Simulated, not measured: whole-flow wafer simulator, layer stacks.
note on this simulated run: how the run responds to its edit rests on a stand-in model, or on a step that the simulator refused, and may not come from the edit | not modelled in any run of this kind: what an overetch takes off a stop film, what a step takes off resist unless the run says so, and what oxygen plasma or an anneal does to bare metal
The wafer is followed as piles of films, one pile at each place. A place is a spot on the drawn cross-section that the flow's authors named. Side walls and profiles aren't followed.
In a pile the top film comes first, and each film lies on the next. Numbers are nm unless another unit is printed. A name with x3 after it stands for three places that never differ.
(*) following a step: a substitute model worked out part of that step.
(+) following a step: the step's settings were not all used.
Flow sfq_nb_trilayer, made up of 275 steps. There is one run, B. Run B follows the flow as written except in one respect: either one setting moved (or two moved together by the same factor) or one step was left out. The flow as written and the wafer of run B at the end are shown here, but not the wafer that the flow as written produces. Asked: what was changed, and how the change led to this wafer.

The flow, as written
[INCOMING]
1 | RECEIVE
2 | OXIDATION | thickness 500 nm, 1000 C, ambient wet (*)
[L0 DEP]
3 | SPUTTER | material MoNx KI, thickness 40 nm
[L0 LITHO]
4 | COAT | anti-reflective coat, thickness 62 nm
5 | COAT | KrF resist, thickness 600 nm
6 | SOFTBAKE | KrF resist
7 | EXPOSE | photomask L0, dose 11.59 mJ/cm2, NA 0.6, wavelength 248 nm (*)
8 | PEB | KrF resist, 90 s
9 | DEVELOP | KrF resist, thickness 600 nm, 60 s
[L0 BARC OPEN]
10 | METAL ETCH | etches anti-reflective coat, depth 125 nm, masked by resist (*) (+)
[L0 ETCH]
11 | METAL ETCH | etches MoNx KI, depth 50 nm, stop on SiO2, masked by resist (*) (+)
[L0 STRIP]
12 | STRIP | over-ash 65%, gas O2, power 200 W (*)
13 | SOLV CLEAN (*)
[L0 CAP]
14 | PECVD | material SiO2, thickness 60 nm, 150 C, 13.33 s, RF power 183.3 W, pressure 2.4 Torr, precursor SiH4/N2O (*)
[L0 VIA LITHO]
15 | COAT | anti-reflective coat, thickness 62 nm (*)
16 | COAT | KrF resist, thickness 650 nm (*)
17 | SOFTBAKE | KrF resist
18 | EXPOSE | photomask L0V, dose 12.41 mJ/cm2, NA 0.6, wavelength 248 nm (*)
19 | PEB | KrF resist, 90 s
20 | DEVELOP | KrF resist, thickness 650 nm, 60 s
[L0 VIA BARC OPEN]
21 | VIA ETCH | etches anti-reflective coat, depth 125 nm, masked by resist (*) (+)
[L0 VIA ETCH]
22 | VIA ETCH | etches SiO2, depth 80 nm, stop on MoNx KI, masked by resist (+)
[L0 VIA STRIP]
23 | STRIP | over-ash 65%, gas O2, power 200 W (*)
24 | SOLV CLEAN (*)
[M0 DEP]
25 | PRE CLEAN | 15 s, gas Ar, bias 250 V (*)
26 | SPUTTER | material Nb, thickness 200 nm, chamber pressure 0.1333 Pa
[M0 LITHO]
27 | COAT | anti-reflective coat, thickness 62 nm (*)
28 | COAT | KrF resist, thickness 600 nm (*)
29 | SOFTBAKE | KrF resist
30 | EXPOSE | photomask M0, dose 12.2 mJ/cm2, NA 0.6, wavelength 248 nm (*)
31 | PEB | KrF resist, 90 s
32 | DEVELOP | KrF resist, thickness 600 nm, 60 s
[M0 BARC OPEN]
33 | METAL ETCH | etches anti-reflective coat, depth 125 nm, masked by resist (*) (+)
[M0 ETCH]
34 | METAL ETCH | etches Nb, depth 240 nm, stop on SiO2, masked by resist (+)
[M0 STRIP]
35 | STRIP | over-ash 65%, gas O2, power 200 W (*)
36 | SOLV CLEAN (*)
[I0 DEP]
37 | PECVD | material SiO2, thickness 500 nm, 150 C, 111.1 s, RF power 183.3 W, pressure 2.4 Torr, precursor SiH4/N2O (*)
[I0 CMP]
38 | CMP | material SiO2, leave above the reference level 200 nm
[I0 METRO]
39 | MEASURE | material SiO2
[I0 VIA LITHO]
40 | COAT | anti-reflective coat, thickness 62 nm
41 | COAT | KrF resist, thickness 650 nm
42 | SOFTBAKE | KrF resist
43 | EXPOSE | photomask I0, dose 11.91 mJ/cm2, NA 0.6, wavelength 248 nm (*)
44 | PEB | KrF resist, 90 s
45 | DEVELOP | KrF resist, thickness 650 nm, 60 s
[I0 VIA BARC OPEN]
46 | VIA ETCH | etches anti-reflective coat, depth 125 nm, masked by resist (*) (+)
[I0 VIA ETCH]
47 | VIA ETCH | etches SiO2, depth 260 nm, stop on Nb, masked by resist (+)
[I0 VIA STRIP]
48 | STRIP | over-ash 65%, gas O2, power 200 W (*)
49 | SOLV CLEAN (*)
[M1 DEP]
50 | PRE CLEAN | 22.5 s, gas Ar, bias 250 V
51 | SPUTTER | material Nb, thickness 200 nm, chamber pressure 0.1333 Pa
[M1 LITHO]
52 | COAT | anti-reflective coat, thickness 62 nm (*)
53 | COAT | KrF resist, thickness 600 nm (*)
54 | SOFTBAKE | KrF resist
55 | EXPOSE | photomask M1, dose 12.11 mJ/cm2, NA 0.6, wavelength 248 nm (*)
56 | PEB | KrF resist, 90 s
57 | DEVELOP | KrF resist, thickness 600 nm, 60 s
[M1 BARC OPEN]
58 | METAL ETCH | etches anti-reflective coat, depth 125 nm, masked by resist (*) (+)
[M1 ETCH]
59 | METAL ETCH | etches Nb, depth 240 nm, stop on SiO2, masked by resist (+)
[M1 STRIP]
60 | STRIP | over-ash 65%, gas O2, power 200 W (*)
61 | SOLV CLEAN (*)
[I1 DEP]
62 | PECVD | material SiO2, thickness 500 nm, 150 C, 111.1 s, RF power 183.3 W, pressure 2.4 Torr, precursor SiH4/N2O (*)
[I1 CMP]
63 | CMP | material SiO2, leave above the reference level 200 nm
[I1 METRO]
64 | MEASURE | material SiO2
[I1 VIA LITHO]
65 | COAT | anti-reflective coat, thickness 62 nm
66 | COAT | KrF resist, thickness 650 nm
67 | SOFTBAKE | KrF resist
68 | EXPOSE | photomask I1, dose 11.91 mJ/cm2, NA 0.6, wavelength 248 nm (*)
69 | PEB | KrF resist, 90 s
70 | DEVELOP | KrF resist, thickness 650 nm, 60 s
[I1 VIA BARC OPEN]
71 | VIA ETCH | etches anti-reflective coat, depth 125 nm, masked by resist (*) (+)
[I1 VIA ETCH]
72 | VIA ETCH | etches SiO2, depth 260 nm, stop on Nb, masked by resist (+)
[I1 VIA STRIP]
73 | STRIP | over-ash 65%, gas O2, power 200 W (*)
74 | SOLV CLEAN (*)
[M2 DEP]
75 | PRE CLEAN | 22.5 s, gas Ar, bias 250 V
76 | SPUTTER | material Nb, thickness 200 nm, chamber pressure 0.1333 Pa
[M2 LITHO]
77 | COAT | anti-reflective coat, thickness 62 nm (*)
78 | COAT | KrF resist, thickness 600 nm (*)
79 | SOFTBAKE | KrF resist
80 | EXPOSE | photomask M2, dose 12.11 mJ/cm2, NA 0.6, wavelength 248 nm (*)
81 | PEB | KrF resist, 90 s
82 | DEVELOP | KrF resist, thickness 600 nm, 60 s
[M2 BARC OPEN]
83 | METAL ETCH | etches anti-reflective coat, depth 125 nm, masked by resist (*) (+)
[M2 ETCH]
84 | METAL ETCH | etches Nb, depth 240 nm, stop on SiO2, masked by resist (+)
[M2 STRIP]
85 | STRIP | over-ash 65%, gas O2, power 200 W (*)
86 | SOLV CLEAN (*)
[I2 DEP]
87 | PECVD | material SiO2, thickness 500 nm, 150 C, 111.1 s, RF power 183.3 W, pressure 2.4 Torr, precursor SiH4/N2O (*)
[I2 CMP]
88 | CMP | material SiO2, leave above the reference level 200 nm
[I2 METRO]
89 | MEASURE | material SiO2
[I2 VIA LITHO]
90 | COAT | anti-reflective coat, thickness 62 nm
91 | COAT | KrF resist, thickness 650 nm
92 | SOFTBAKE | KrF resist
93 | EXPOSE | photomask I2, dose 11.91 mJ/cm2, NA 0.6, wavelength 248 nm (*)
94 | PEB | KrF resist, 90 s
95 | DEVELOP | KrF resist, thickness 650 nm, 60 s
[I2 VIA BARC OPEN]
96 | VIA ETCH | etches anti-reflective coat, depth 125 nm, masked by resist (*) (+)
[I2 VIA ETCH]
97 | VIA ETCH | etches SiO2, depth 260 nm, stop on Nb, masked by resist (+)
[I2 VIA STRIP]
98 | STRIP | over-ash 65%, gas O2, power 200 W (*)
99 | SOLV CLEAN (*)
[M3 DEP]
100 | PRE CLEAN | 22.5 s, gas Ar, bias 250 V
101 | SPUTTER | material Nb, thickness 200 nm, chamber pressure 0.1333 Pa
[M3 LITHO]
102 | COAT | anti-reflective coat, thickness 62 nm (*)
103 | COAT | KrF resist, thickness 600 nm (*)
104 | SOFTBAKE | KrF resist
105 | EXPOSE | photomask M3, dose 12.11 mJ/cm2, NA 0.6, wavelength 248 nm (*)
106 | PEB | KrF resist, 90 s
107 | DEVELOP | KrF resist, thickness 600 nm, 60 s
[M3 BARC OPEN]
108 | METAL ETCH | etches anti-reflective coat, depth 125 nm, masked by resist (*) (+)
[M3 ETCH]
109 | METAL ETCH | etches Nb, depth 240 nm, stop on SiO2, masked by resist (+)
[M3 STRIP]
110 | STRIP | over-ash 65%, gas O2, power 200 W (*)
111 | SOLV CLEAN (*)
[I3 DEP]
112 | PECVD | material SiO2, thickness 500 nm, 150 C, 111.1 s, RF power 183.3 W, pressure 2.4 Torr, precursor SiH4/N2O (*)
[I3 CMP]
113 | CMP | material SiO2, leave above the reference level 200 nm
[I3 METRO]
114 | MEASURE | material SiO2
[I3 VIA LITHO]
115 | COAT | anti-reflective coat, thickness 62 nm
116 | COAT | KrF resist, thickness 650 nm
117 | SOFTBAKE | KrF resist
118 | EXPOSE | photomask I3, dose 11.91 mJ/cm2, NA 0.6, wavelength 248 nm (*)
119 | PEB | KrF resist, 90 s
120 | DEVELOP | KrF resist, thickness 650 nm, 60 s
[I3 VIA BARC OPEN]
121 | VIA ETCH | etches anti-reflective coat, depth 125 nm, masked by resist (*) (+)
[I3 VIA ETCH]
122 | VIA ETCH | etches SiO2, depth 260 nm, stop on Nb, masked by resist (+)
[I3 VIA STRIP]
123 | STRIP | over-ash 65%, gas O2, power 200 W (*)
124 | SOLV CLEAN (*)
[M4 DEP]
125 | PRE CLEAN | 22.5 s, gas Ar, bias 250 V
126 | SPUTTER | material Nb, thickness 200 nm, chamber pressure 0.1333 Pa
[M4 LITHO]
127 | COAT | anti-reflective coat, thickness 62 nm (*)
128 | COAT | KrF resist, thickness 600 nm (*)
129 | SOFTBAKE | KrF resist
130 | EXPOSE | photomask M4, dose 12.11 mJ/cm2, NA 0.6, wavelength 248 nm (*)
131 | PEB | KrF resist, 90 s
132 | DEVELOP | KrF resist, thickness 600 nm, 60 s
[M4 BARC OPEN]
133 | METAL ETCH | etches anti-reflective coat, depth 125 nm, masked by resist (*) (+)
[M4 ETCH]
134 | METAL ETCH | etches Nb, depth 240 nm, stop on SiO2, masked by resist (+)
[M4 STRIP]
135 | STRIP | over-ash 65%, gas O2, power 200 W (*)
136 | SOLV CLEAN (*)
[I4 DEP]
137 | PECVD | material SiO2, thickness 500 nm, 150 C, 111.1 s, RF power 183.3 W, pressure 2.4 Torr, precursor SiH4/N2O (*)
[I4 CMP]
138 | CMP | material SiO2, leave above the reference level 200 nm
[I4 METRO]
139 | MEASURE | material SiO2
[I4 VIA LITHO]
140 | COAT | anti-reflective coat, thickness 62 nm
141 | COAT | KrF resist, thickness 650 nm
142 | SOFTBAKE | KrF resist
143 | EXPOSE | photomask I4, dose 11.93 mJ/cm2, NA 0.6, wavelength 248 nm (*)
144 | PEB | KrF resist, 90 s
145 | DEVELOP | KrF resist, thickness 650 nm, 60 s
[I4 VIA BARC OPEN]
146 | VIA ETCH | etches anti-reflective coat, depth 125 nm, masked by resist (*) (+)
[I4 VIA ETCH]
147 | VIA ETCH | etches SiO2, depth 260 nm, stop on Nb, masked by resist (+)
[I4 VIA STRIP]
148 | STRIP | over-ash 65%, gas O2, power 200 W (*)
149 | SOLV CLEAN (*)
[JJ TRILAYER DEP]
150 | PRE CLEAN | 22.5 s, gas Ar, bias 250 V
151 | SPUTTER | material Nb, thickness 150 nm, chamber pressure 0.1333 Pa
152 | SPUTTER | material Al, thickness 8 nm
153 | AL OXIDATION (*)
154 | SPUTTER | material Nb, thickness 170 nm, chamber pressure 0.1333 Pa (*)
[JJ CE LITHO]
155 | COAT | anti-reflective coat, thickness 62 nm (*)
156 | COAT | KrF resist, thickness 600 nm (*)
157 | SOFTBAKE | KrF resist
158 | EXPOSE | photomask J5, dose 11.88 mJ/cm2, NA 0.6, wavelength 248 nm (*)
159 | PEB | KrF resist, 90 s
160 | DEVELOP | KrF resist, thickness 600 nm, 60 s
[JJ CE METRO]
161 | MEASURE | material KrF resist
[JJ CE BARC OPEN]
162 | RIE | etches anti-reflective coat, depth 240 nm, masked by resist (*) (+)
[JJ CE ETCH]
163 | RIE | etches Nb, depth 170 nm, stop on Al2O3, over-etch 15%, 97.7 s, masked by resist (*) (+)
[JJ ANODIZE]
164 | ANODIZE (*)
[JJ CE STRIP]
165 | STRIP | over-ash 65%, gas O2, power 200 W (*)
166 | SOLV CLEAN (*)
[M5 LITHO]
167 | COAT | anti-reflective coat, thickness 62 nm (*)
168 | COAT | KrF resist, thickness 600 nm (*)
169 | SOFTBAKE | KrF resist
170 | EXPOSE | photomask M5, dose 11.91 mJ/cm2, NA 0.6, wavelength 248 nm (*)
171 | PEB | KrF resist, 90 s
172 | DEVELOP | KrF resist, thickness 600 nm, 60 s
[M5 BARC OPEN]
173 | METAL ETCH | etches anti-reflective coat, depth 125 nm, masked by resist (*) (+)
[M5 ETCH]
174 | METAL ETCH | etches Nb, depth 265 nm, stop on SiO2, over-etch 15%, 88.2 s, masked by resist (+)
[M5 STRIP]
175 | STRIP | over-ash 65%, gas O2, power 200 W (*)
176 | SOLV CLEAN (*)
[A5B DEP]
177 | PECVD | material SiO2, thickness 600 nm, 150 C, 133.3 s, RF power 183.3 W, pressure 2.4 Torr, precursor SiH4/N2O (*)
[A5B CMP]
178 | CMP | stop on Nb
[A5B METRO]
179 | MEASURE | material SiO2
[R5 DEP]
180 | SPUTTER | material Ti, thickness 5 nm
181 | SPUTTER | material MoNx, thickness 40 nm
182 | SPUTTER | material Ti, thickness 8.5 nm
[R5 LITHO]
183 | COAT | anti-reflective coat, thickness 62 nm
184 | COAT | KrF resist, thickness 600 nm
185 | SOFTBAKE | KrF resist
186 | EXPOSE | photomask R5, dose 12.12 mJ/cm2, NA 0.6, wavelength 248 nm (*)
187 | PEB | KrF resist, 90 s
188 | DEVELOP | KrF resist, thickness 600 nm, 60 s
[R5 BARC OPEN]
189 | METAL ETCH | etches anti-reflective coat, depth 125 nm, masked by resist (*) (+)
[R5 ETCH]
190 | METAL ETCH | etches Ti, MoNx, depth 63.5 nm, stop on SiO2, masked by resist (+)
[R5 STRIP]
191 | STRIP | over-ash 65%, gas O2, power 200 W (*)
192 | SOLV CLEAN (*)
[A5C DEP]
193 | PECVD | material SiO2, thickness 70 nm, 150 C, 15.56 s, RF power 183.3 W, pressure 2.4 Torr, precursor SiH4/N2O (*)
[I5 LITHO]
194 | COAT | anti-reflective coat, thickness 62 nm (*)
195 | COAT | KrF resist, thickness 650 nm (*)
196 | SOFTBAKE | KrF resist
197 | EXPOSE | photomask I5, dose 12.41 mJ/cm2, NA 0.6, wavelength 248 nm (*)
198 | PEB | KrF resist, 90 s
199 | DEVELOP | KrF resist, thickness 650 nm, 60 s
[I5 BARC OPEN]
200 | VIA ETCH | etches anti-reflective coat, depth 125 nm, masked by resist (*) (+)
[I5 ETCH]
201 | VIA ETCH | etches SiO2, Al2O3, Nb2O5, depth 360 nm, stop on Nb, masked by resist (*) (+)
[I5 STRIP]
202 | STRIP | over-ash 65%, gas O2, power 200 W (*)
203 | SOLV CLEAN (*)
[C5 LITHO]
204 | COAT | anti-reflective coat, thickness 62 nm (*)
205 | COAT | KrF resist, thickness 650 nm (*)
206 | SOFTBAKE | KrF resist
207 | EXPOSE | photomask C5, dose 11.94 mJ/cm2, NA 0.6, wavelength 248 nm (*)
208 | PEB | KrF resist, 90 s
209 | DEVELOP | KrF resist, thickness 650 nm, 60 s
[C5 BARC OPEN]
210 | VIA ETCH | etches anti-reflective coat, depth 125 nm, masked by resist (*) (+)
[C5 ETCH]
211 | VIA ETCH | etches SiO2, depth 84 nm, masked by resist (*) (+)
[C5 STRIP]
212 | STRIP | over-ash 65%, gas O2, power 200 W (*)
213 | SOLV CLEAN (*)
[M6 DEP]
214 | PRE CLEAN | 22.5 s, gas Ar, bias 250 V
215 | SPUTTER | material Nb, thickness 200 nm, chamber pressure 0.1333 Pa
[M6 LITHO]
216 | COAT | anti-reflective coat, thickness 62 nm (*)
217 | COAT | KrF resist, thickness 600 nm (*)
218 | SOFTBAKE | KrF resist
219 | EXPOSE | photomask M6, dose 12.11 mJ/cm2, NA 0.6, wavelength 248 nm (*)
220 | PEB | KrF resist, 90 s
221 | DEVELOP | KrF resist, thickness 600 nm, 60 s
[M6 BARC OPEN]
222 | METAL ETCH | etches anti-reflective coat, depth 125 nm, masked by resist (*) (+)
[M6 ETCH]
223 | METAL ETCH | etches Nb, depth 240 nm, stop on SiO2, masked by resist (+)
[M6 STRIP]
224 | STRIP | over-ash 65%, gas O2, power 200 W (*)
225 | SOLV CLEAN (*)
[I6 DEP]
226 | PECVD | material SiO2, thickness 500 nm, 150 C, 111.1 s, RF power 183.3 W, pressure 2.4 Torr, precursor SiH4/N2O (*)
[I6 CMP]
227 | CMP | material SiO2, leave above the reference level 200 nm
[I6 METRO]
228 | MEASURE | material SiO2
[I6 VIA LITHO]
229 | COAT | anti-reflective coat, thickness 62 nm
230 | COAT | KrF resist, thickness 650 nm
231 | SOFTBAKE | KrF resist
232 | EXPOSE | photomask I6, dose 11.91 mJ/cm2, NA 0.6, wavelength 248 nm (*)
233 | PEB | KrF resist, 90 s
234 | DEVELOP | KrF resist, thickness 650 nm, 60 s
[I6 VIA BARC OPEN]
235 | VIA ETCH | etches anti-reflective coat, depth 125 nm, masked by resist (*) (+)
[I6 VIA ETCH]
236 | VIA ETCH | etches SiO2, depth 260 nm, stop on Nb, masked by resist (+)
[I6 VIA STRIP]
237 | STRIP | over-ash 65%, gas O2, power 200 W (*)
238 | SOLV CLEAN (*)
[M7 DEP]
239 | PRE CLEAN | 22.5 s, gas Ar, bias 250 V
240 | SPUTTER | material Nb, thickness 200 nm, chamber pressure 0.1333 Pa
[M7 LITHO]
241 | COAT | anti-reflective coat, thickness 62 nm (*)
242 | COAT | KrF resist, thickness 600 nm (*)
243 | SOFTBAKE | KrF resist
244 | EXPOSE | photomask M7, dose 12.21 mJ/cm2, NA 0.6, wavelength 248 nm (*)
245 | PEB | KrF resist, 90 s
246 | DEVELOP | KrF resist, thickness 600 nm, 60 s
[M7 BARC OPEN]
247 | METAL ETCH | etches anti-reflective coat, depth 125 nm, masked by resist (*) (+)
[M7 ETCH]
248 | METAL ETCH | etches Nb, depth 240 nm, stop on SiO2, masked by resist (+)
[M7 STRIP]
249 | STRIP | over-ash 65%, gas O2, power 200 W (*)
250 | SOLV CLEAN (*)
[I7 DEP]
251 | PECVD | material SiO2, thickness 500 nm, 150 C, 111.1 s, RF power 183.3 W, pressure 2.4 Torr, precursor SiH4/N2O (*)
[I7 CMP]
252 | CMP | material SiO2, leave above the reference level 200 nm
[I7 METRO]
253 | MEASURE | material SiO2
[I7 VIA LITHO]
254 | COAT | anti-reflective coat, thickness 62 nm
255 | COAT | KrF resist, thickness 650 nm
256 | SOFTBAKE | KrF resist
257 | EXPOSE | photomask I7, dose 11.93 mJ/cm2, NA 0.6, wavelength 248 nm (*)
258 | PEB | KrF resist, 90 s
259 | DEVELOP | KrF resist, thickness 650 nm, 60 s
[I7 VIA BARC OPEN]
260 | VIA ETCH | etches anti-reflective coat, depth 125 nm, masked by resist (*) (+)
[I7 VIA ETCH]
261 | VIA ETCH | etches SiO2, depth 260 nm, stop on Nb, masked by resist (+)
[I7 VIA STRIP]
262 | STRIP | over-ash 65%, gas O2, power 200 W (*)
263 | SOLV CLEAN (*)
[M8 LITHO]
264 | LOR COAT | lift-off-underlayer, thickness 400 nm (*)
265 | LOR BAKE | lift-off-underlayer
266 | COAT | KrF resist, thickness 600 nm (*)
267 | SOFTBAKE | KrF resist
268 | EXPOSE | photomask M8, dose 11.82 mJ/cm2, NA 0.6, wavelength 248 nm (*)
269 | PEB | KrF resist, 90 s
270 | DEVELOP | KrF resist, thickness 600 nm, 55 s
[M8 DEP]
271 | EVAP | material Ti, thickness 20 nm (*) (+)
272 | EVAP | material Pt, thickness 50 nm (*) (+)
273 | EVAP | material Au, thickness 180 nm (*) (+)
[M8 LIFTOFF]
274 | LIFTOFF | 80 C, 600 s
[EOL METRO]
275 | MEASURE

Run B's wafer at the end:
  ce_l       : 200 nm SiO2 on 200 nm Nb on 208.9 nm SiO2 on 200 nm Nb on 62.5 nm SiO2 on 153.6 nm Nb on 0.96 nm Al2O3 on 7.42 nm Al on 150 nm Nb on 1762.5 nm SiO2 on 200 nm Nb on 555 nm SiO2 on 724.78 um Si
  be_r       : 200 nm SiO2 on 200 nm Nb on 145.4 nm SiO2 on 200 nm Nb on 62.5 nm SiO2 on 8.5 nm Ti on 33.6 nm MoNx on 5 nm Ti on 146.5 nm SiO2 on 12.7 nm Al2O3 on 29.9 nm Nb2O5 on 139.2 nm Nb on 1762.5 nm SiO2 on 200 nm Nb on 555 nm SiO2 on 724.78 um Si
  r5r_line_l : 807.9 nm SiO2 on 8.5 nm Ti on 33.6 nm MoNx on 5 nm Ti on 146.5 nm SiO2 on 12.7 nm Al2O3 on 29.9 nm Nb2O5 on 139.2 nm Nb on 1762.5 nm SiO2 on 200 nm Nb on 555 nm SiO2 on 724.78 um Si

The reason: step 181, SPUTTER: thickness 33.6 nm was run, though the flow has thickness 40 nm.
One can read it off the wafer: be_r has MoNx 33.6, and step 181 as written asks for 40 nm.

How this came from the change, step by step:
  181 | SPUTTER | material MoNx, thickness 40 nm
      field_l, v_sur, via_wl and 103 more: +33.6 MoNx (new film) (as written it would have been: +40 MoNx (new film))
  190 | METAL ETCH | etches Ti, MoNx, depth 63.5 nm, stop on SiO2, masked by resist (+)
      field_l, v_sur, via_wl and 92 more: -8.5 Ti (all of it), -33.6 MoNx (all of it), -5 Ti (all of it) (as written it would have been: -8.5 Ti (all of it), -40 MoNx (all of it), -5 Ti (all of it))
      ce_l, c5j, ce_r, wl_jj: -8.5 Ti (all of it), -33.6 MoNx (all of it), -5 Ti (all of it), -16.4 Nb (as written it would have been: -8.5 Ti (all of it), -40 MoNx (all of it), -5 Ti (all of it), -10 Nb)
  194 | COAT | anti-reflective coat, thickness 62 nm (*)
      r5r_spacepad_l, r5r_spacepad_r: +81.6 anti-reflective coat (new film) (as written it would have been: +84.4 anti-reflective coat (new film))
      r5r_line_c, r5r_line_r: +50.5 anti-reflective coat (new film) (as written it would have been: +49.4 anti-reflective coat (new film))
      (and at 6 other places as well)
  202 | STRIP | over-ash 65%, gas O2, power 200 W (*)
      r5r_spacepad_l, r5r_spacepad_r: -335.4 KrF resist (all of it), -81.6 anti-reflective coat (all of it) (as written it would have been: -335.6 KrF resist (all of it), -84.4 anti-reflective coat (all of it))
      r5r_line_c, r5r_line_r: -319.7 KrF resist (all of it), -50.5 anti-reflective coat (all of it) (as written it would have been: -317.5 KrF resist (all of it), -49.4 anti-reflective coat (all of it))
      (and at 6 other places as well)
  204 | COAT | anti-reflective coat, thickness 62 nm (*)
      r5r_spacepad_l, r5r_spacepad_r: +81.6 anti-reflective coat (new film) (as written it would have been: +84.4 anti-reflective coat (new film))
      r5r_line_c, r5r_line_r: +50.5 anti-reflective coat (new film) (as written it would have been: +49.4 anti-reflective coat (new film))
      (and at 7 other places as well)
  210 | VIA ETCH | etches anti-reflective coat, depth 125 nm, masked by resist (*) (+)
      c5j: -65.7 anti-reflective coat (all of it), -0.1 SiO2 (as written it would have been: -63.9 anti-reflective coat (all of it), -0.11 SiO2)
  212 | STRIP | over-ash 65%, gas O2, power 200 W (*)
      r5r_spacepad_l, r5r_spacepad_r: -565 KrF resist (all of it), -81.6 anti-reflective coat (all of it) (as written it would have been: -565.8 KrF resist (all of it), -84.4 anti-reflective coat (all of it))
      jj_sur: -561.2 KrF resist (all of it), -58.3 anti-reflective coat (all of it) (as written it would have been: -562 KrF resist (all of it), -59.5 anti-reflective coat (all of it))
      (and at 7 other places as well)
  216 | COAT | anti-reflective coat, thickness 62 nm (*)
      r5r_line_l, r5r_line_c, r5r_line_r: +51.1 anti-reflective coat (new film) (as written it would have been: +50 anti-reflective coat (new film))
      r5r_spacepad_l, r5r_spacepad_r: +82.6 anti-reflective coat (new film) (as written it would have been: +85.7 anti-reflective coat (new film))
      (and at 7 other places as well)
  222 | METAL ETCH | etches anti-reflective coat, depth 125 nm, masked by resist (*) (+)
      r5r_line_l, r5r_line_c, r5r_line_r: -51.1 anti-reflective coat (all of it) (as written it would have been: -50 anti-reflective coat (all of it))
      r5r_spacepad_l, r5r_spacepad_r: -82.6 anti-reflective coat (all of it) (as written it would have been: -85.7 anti-reflective coat (all of it))
      (and at 1 other place as well)
  224 | STRIP | over-ash 65%, gas O2, power 200 W (*)
      jj_sur: -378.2 KrF resist (all of it), -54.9 anti-reflective coat (all of it) (as written it would have been: -378.5 KrF resist (all of it), -56.1 anti-reflective coat (all of it))
      ce_l: -399.5 KrF resist (all of it), -50 anti-reflective coat (all of it) (as written it would have been: -397.1 KrF resist (all of it), -48 anti-reflective coat (all of it))
      (and at 4 other places as well)
  227 | CMP | material SiO2, leave above the reference level 200 nm
      ce_l, ce_r, wl_jj: -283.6 SiO2 (as written it would have been: -290 SiO2)
      r5r_line_l, r5r_line_c, r5r_line_r: -147.1 SiO2 (as written it would have been: -153.5 SiO2)
      (and at 4 other places as well)
